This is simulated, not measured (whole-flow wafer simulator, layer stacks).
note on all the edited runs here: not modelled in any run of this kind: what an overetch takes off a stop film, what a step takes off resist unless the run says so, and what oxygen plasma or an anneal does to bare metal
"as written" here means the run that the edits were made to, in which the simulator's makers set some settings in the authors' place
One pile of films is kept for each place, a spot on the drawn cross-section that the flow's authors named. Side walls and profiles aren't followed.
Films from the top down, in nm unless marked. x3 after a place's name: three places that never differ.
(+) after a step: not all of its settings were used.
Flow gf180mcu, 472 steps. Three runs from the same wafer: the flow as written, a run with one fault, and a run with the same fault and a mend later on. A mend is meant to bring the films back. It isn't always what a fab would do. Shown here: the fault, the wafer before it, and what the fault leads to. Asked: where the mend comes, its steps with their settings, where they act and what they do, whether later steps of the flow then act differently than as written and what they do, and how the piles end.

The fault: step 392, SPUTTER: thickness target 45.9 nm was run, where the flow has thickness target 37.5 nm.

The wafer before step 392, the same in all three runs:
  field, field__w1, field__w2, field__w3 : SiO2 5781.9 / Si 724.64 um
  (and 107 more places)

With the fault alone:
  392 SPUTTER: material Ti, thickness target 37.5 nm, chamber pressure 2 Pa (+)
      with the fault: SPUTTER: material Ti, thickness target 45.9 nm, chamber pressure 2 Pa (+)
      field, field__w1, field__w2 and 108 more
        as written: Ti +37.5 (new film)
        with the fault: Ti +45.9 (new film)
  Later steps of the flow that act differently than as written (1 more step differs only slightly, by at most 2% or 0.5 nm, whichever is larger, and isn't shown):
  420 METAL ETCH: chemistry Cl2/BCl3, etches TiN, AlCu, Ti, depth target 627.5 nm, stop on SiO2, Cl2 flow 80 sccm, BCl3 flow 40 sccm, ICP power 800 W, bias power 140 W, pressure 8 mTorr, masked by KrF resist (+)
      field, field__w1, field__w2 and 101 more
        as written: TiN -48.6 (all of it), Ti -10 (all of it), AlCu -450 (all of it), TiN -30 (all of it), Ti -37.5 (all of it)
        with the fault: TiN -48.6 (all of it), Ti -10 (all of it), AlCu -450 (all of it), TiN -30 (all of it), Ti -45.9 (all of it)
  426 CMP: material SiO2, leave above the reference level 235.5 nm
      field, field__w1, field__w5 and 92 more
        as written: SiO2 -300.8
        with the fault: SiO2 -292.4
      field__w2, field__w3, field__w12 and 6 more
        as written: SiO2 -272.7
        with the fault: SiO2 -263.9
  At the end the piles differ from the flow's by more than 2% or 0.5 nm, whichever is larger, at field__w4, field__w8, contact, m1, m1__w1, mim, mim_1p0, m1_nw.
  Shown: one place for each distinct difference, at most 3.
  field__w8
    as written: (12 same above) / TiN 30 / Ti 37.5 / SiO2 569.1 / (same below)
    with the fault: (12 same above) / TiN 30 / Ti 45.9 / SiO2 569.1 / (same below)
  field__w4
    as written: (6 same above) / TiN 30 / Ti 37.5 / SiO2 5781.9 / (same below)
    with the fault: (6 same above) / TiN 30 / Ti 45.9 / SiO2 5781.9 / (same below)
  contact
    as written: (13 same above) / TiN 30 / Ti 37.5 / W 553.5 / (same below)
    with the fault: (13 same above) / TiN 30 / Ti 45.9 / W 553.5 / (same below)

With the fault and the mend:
  The mend comes after step 392.
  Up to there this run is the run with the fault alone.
  392a METAL ETCH: chemistry Cl2/BCl3, etches TiN, AlCu, Ti, depth target 8.4 nm, Cl2 flow 80 sccm, BCl3 flow 40 sccm, ICP power 800 W, bias power 140 W, pressure 8 mTorr (the flow's step 260 once more, with other settings)
      field, field__w1, field__w2 and 108 more
        Ti -8.4
  No later step of the flow acts differently than as written at any place that is followed.
  At the end the piles are the same as the flow's at every place that both follow.
